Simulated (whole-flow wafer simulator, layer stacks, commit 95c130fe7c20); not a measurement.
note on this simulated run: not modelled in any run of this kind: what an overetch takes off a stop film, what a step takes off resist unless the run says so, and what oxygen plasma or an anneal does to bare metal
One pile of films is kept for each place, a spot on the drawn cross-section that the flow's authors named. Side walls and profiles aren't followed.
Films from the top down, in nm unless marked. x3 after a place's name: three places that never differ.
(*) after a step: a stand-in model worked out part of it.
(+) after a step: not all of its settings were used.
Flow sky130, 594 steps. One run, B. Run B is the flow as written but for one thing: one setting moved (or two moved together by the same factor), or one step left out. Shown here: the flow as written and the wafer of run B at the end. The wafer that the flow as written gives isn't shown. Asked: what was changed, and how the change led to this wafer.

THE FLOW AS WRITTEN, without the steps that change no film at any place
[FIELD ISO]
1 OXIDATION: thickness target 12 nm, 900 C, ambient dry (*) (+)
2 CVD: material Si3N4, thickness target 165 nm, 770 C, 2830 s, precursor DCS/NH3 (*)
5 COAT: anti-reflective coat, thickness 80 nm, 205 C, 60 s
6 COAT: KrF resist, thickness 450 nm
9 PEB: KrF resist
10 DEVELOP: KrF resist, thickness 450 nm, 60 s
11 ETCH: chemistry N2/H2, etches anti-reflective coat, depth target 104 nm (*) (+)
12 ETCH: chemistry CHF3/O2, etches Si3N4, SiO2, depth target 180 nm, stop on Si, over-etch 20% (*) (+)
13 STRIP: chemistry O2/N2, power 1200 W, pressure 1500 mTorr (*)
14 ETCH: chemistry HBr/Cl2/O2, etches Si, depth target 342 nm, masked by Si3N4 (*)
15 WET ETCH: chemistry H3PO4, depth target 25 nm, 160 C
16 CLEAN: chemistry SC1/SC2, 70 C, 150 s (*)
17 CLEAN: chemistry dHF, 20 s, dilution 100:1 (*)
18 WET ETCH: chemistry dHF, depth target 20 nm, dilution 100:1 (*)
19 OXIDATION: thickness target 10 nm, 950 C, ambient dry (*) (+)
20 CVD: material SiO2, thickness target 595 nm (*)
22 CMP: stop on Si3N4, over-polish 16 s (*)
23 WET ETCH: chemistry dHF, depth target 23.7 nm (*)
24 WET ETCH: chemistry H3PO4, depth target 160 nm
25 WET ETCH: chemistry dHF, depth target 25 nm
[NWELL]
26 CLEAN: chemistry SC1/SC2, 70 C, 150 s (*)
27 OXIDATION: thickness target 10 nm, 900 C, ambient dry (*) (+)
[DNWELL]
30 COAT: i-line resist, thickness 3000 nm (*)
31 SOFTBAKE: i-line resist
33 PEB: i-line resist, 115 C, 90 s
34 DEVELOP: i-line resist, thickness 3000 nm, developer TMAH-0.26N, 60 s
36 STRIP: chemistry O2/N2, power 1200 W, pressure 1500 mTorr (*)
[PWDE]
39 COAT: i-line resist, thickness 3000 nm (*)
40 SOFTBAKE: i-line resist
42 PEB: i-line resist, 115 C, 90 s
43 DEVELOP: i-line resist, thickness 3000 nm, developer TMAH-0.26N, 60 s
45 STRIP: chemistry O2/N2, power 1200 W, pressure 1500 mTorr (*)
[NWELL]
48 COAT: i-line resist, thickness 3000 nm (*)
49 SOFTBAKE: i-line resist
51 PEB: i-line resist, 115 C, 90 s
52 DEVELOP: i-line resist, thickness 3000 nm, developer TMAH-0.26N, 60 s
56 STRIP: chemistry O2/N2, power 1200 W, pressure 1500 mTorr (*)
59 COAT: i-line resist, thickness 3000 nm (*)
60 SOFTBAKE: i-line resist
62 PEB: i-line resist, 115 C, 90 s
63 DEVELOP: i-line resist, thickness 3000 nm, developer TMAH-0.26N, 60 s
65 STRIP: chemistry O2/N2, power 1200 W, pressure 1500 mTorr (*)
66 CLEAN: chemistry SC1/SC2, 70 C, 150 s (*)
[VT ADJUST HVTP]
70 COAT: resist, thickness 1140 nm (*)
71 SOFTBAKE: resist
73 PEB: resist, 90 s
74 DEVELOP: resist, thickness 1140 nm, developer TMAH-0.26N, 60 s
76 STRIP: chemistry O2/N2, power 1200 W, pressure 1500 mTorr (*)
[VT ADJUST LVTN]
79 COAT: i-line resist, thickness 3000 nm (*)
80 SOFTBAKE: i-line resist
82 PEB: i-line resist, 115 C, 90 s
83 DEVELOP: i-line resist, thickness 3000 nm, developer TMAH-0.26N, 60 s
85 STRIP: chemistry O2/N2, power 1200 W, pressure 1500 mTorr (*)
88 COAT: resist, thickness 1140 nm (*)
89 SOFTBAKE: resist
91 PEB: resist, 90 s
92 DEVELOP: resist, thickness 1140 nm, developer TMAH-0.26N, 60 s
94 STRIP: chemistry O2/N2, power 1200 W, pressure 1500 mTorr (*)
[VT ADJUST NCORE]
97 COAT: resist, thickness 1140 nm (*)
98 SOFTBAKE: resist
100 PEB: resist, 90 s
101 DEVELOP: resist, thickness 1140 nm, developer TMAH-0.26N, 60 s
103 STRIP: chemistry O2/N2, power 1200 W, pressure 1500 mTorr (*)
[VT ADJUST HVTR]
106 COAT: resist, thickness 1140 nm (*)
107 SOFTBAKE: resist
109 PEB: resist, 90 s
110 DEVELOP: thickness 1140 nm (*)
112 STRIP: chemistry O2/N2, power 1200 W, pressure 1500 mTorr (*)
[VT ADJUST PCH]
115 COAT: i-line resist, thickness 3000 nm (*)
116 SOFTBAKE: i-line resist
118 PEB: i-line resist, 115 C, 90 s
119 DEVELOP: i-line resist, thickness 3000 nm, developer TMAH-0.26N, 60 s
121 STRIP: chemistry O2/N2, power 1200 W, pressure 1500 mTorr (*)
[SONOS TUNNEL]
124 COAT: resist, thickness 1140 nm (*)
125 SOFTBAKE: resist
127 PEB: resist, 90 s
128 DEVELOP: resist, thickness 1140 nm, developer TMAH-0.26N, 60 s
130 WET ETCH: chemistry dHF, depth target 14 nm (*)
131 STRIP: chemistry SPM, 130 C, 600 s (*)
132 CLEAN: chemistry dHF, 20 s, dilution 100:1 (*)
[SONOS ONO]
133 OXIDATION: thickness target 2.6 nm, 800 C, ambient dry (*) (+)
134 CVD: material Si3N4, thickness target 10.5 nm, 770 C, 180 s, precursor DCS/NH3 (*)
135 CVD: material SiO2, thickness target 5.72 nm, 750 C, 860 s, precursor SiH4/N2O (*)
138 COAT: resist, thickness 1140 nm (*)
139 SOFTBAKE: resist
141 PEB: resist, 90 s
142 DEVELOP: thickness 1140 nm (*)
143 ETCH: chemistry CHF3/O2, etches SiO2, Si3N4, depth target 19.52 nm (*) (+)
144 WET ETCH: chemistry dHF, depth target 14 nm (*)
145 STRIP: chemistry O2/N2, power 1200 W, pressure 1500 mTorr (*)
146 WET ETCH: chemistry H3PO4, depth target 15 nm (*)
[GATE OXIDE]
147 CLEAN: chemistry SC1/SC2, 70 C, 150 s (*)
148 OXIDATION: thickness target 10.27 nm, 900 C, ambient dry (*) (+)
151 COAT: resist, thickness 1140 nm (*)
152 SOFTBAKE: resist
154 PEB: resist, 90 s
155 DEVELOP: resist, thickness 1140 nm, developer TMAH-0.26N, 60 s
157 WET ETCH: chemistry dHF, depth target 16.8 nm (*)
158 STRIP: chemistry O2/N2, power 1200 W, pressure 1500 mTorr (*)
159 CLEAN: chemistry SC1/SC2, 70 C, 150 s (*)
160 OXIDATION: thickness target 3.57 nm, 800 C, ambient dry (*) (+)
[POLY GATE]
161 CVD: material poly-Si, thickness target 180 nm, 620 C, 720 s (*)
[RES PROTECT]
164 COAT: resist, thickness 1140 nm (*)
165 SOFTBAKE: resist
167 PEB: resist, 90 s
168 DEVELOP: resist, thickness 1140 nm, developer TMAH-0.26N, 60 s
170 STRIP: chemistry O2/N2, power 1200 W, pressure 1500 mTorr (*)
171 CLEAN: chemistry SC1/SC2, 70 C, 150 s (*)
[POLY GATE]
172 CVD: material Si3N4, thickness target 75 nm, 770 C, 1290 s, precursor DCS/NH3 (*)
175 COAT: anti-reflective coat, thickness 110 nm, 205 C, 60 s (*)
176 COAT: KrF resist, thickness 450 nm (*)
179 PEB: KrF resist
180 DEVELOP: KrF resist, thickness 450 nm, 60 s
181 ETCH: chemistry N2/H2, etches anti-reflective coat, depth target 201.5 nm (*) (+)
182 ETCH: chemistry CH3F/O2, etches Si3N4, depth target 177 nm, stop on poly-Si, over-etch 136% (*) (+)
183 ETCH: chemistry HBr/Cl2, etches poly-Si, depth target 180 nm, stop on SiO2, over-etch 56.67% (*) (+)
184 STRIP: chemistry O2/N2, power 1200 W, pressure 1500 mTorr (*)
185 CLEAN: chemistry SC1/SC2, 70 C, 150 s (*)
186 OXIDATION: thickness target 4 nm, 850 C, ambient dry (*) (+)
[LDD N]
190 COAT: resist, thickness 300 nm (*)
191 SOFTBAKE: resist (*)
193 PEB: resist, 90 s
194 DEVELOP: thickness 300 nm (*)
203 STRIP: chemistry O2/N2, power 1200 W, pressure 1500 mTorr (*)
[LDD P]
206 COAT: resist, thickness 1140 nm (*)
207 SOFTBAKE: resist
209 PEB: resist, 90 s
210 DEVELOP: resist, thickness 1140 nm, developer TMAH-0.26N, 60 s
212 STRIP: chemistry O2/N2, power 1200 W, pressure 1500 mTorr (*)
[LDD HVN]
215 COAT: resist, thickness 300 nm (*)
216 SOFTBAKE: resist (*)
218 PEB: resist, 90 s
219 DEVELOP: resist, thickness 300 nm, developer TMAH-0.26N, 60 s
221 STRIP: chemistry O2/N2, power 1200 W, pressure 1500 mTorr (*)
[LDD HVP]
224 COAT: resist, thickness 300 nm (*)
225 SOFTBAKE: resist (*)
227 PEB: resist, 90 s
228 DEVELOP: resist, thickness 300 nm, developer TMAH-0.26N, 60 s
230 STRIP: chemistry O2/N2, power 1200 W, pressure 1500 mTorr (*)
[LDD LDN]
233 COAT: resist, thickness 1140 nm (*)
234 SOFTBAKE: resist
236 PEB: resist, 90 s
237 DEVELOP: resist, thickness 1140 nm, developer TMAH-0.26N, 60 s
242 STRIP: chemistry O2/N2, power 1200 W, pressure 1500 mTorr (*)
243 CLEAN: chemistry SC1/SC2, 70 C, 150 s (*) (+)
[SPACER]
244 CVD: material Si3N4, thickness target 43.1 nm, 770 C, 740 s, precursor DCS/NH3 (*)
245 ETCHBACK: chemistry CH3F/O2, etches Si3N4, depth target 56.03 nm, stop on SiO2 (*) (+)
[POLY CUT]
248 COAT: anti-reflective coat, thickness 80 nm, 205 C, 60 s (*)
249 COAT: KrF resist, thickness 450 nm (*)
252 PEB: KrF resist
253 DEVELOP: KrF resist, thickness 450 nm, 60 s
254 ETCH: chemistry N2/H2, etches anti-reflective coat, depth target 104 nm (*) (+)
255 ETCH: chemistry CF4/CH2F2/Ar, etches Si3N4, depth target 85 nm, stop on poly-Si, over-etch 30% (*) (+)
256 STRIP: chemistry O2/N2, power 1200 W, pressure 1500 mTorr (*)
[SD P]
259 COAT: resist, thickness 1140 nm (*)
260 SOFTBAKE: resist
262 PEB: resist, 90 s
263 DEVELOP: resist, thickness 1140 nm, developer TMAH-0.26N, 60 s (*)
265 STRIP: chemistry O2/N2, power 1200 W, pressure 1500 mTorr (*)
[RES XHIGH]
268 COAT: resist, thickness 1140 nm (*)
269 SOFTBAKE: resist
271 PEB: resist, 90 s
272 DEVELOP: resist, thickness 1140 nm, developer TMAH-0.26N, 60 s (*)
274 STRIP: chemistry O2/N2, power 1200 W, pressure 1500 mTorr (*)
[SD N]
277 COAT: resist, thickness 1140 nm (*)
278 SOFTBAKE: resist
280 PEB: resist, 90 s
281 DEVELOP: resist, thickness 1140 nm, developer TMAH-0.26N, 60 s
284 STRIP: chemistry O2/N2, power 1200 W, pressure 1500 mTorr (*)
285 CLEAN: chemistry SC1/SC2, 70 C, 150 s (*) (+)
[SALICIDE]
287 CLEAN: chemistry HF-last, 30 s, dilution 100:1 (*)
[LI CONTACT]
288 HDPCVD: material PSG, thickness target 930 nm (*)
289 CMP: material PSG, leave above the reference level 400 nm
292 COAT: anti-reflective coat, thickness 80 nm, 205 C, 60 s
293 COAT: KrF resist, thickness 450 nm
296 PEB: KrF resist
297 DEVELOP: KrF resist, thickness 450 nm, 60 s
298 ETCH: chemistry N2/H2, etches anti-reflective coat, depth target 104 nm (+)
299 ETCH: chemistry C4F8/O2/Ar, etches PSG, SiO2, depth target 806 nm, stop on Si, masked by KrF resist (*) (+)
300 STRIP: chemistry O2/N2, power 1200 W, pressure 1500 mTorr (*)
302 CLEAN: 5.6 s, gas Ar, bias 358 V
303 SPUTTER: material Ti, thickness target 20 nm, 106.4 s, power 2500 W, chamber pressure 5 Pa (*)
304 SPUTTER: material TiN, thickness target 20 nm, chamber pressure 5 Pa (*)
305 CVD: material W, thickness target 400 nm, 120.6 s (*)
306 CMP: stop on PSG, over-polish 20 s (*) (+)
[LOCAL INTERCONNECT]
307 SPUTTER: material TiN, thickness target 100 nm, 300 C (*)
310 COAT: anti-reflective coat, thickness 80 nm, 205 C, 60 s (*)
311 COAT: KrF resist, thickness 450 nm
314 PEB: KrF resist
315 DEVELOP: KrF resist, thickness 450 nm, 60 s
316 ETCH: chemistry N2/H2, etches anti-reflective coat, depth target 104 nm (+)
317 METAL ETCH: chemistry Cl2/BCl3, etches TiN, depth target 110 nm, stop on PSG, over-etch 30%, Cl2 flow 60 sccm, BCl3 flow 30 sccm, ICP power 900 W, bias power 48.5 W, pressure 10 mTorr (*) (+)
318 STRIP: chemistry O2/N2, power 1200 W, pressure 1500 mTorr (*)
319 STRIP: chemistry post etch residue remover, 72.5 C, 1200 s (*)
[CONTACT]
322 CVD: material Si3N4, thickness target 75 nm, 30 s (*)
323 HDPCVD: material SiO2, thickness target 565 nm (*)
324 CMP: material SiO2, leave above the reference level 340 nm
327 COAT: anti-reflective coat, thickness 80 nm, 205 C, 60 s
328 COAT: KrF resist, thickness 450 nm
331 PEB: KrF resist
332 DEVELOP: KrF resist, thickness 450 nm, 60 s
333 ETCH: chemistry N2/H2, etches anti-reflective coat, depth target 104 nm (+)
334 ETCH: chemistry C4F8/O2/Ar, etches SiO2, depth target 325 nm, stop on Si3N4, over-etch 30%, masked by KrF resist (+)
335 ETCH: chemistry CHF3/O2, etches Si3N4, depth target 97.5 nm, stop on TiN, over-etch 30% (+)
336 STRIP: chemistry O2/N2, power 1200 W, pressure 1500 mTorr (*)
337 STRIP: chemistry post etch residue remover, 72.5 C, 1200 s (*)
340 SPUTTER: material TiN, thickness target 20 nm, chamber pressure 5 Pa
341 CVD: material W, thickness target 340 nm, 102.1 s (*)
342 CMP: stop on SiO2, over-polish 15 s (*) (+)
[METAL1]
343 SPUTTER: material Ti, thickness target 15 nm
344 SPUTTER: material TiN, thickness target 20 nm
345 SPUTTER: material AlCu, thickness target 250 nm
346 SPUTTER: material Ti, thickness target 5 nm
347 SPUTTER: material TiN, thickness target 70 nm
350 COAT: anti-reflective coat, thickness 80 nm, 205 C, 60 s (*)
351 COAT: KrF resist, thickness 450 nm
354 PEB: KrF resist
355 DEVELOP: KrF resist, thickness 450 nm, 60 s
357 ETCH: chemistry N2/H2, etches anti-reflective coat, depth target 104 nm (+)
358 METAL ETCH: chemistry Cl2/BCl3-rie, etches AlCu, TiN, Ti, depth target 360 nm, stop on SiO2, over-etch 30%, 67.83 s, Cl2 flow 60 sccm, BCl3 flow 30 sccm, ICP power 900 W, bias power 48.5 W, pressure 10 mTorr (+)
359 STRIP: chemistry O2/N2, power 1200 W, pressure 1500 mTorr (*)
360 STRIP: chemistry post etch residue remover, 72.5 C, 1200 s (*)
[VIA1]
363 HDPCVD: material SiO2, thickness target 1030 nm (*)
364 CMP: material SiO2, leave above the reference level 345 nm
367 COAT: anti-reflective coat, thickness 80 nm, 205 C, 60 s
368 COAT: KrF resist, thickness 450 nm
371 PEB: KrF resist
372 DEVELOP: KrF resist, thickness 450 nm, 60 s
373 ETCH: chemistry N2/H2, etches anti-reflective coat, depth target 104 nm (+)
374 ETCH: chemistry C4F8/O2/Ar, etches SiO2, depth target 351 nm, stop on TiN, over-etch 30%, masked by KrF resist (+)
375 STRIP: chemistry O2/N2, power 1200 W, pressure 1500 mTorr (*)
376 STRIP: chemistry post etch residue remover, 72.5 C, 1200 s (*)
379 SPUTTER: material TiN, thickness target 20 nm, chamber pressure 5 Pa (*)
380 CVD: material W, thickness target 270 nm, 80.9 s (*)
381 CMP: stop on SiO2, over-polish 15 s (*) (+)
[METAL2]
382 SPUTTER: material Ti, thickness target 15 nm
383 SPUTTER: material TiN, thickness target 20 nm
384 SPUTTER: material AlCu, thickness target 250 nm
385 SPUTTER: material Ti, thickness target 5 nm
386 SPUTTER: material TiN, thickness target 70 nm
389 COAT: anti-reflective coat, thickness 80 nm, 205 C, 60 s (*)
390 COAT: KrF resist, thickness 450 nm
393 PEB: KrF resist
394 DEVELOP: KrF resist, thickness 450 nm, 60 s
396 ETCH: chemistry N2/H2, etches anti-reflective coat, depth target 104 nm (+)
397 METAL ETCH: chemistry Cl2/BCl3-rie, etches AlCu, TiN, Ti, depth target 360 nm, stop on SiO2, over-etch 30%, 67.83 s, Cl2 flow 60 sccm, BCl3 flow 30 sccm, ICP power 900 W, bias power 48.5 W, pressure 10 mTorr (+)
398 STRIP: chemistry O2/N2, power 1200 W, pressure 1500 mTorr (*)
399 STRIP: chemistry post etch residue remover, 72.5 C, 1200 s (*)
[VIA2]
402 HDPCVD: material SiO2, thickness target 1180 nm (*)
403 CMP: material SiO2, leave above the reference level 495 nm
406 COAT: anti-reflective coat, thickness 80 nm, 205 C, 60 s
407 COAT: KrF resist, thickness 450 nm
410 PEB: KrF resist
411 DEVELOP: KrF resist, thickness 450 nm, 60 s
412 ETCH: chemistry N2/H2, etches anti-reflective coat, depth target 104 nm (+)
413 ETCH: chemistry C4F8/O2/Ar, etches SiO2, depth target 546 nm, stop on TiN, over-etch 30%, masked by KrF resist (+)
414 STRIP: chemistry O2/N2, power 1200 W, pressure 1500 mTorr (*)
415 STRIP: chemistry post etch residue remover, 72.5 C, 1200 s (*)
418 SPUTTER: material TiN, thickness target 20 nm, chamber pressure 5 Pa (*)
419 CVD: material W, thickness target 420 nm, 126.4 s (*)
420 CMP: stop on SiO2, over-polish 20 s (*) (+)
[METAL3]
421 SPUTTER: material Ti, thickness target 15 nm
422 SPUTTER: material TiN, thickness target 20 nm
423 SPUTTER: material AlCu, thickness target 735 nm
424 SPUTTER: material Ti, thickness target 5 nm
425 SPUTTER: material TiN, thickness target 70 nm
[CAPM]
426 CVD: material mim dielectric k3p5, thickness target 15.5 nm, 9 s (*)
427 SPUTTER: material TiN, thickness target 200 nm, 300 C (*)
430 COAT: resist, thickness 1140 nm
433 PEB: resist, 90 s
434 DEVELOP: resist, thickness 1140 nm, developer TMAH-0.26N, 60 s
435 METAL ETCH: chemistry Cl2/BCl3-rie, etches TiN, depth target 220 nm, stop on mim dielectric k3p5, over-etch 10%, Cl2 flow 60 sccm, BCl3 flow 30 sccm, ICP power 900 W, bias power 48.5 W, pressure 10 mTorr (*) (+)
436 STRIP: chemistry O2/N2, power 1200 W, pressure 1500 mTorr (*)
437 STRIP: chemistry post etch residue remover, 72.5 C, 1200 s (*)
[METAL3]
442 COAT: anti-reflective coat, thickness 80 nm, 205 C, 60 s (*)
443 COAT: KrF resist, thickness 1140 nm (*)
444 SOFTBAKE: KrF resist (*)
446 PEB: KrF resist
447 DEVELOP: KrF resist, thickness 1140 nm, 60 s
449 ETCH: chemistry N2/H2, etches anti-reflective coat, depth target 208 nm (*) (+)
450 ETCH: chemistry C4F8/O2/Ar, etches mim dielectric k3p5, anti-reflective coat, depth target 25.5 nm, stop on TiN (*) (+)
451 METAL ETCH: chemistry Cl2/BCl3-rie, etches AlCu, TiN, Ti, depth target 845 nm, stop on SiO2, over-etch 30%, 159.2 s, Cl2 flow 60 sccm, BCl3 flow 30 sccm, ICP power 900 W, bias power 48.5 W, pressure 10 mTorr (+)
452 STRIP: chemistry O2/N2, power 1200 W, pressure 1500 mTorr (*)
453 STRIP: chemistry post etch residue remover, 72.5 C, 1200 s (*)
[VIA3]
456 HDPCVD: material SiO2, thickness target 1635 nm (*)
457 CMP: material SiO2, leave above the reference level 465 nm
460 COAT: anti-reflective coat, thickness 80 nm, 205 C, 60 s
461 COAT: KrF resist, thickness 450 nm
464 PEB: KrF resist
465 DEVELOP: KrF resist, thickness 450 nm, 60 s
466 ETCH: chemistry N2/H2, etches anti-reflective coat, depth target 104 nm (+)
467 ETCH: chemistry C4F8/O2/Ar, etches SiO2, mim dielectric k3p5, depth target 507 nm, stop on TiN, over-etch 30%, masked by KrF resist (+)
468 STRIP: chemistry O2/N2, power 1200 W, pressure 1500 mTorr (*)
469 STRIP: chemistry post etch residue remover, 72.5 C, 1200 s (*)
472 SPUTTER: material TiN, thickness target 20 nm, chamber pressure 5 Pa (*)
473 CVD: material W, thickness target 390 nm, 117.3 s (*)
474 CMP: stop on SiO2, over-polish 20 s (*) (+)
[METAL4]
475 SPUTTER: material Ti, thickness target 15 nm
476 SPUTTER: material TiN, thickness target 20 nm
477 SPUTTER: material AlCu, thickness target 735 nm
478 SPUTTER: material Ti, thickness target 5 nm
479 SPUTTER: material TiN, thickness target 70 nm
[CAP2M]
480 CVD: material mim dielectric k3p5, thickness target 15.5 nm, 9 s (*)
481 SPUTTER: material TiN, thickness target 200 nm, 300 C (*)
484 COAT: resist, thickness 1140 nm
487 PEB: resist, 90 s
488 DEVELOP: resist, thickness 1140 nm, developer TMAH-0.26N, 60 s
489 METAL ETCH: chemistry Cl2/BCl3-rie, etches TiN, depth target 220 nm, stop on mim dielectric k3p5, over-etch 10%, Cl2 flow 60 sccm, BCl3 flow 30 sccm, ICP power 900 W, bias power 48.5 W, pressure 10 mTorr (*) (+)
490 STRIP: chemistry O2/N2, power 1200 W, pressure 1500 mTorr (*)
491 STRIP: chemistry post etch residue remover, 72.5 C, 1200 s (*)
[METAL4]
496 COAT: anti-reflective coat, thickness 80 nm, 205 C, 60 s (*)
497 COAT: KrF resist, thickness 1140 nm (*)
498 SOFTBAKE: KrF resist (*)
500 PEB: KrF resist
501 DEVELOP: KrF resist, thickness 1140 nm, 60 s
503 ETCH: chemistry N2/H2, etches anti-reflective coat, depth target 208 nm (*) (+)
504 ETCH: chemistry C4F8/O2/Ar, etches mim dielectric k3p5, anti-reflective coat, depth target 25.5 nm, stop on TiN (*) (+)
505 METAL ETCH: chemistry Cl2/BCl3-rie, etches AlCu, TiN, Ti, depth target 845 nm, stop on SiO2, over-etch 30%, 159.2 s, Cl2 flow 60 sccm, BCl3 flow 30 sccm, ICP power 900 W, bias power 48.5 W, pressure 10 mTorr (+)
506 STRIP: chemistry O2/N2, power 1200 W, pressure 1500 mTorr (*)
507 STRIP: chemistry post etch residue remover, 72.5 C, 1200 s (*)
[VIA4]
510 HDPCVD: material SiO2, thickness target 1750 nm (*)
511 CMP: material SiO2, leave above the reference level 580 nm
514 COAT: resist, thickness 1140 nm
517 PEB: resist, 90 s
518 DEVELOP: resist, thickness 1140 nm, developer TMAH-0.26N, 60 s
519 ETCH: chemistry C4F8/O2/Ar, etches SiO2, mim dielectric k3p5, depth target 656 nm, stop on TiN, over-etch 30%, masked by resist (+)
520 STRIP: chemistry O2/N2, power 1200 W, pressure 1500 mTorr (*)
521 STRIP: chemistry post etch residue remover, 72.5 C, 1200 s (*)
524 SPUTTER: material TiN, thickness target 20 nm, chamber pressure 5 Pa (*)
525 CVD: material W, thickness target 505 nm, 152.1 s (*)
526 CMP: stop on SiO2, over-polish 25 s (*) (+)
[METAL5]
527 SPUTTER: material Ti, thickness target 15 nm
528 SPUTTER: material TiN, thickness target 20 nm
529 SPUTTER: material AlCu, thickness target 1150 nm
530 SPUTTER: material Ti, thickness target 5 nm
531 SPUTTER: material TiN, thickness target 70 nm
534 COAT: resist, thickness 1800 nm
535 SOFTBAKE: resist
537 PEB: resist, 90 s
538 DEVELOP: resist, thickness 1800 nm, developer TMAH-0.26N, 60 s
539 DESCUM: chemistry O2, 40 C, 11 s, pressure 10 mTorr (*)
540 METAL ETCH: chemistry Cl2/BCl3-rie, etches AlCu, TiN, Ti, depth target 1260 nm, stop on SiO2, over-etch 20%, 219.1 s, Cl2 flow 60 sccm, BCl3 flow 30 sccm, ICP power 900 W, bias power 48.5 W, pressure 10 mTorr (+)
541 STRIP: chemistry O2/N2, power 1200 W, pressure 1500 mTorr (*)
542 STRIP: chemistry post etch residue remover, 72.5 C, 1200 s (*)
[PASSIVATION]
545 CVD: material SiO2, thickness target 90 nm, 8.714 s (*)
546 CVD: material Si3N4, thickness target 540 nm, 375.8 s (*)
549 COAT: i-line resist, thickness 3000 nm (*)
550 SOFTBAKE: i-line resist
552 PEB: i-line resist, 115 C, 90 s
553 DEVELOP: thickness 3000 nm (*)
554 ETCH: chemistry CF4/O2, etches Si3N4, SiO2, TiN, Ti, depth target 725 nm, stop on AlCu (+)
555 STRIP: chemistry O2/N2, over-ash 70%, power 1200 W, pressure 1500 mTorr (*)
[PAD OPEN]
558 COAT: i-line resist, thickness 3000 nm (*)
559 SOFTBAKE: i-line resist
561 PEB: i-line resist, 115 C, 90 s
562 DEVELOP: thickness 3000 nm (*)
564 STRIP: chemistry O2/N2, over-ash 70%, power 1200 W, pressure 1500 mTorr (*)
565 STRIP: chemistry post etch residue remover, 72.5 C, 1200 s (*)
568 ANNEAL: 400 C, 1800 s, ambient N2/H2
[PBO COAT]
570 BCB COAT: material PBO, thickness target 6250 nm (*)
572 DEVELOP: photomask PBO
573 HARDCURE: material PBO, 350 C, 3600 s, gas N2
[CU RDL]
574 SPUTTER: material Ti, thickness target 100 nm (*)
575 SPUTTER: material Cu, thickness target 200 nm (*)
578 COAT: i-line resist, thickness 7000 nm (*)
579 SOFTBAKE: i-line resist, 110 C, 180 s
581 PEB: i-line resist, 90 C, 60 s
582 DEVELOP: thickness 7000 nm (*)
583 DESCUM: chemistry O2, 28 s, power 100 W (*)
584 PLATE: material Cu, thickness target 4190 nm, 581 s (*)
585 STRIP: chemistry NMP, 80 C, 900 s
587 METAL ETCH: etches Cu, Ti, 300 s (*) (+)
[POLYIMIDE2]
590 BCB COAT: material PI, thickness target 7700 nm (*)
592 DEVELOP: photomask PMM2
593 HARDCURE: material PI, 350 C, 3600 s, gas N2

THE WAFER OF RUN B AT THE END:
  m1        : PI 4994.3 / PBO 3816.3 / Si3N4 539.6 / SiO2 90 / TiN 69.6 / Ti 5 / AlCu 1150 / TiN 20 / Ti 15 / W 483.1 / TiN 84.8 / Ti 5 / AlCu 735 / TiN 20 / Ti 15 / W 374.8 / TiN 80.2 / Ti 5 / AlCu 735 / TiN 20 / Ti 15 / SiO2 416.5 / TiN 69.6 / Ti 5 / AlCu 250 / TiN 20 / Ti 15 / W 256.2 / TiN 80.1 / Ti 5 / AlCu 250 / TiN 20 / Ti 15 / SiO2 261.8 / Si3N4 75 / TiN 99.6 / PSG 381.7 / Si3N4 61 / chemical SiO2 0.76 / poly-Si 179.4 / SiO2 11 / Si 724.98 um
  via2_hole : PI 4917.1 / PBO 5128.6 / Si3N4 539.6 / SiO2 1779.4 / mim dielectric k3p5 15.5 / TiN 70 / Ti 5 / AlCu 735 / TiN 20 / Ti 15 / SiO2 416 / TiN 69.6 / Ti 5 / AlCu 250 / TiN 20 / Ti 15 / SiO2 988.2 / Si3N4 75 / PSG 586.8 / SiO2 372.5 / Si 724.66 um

The cause: step 413, ETCH: chemistry C4F8/O2/Ar, etches SiO2, depth target 546 nm, stop on TiN, over-etch 30%, masked by KrF resist (+), was left out.

How the change led to this, step by step:
  414 STRIP: chemistry O2/N2, power 1200 W, pressure 1500 mTorr (*)
      field, active, n_well and 186 more: KrF resist -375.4 (all of it), anti-reflective coat -80 (all of it) (as written it would be: KrF resist -266.2 (all of it), anti-reflective coat -80 (all of it))
  418 SPUTTER: material TiN, thickness target 20 nm, chamber pressure 5 Pa (*)
      m1, via2_hole: TiN +20 (new film) (as written it would be: TiN +10.2)
  419 CVD: material W, thickness target 420 nm, 126.4 s (*)
      m1: W +420 (new film) (as written it would be: W +851.1 (new film))
      via2_hole: W +420 (new film) (as written it would be: W +850.7 (new film))
  420 CMP: stop on SiO2, over-polish 20 s (*) (+)
      m1, via2_hole: W -420 (all of it), TiN -20 (all of it), SiO2 -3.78 (as written it would be: W -445)
Counting metal films that touch as one body, m1 has 3 bodies (between them, from the top down: SiO2 416.5; SiO2 261.8 / Si3N4 75); the flow as written gives 2 bodies (between them, from the top down: SiO2 261.8 / Si3N4 75).
Counting metal films that touch as one body, via2_hole has 2 bodies (between them, from the top down: SiO2 416); the flow as written gives 1 body.
